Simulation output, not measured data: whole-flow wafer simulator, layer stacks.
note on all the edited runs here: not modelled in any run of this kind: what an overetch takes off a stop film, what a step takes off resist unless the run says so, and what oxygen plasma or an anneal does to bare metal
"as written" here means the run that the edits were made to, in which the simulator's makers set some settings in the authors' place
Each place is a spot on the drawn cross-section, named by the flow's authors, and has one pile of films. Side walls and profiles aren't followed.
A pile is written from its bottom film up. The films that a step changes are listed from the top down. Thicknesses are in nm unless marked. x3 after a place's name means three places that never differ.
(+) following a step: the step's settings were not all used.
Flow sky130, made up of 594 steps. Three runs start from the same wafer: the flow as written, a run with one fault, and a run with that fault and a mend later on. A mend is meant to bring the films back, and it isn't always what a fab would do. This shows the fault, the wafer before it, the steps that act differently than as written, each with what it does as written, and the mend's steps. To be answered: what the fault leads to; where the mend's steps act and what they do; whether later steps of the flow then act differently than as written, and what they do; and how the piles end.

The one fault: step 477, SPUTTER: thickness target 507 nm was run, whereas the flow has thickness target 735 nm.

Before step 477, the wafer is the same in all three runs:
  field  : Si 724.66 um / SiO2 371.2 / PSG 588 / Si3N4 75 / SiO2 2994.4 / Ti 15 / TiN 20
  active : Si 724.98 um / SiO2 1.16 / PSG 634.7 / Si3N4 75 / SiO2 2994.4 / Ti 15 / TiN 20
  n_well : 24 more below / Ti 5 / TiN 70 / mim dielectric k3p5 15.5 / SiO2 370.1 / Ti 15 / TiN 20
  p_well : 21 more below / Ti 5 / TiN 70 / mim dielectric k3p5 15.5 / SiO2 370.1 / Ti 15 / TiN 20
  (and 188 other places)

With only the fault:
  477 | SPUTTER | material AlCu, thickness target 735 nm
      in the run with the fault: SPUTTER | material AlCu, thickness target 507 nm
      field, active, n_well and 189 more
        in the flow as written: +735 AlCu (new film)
        in the run with the fault: +507 AlCu (new film)
  Steps later in the flow that act otherwise than as written (not shown: 7 more steps that differ only slightly, by at most 2% or 0.5 nm, whichever is larger):
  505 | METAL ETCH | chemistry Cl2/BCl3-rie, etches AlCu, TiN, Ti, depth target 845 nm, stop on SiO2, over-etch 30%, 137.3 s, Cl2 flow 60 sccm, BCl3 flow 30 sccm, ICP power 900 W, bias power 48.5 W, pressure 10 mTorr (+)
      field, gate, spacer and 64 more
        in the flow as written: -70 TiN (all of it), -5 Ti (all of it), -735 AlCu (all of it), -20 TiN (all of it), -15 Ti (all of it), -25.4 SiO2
        in the run with the fault: -70 TiN (all of it), -5 Ti (all of it), -507 AlCu (all of it), -20 TiN (all of it), -15 Ti (all of it), -48.2 SiO2
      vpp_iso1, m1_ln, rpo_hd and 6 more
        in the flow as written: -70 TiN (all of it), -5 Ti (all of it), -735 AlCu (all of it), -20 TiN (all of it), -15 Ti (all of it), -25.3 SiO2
        in the run with the fault: -70 TiN (all of it), -5 Ti (all of it), -507 AlCu (all of it), -20 TiN (all of it), -15 Ti (all of it), -48.1 SiO2
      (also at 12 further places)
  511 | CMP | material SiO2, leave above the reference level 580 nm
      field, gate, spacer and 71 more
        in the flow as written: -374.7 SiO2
        in the run with the fault: -579.8 SiO2
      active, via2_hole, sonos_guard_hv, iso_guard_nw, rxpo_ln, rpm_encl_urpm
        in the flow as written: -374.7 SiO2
        in the run with the fault: -579.9 SiO2
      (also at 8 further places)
  The piles end different from the flow's at field, active, n_well and 190 more by more than 2% or 0.5 nm, whichever is larger.
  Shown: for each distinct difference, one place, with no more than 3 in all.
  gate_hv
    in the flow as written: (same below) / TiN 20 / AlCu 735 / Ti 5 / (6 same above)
    in the run with the fault: (same below) / TiN 20 / AlCu 507 / Ti 5 / (6 same above)
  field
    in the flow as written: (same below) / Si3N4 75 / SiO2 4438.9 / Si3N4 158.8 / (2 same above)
    in the run with the fault: (same below) / Si3N4 75 / SiO2 4210.9 / Si3N4 158.8 / (2 same above)
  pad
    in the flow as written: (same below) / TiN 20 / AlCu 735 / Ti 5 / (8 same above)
    in the run with the fault: (same below) / TiN 20 / AlCu 507 / Ti 5 / (8 same above)

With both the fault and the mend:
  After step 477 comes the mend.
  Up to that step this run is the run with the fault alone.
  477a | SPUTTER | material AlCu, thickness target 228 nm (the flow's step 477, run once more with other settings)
      field, active, n_well and 189 more
        +228 AlCu
  Every later step of the flow that is run acts as written at every place that is followed.
  At every place that both follow, the piles at the end match the flow's.
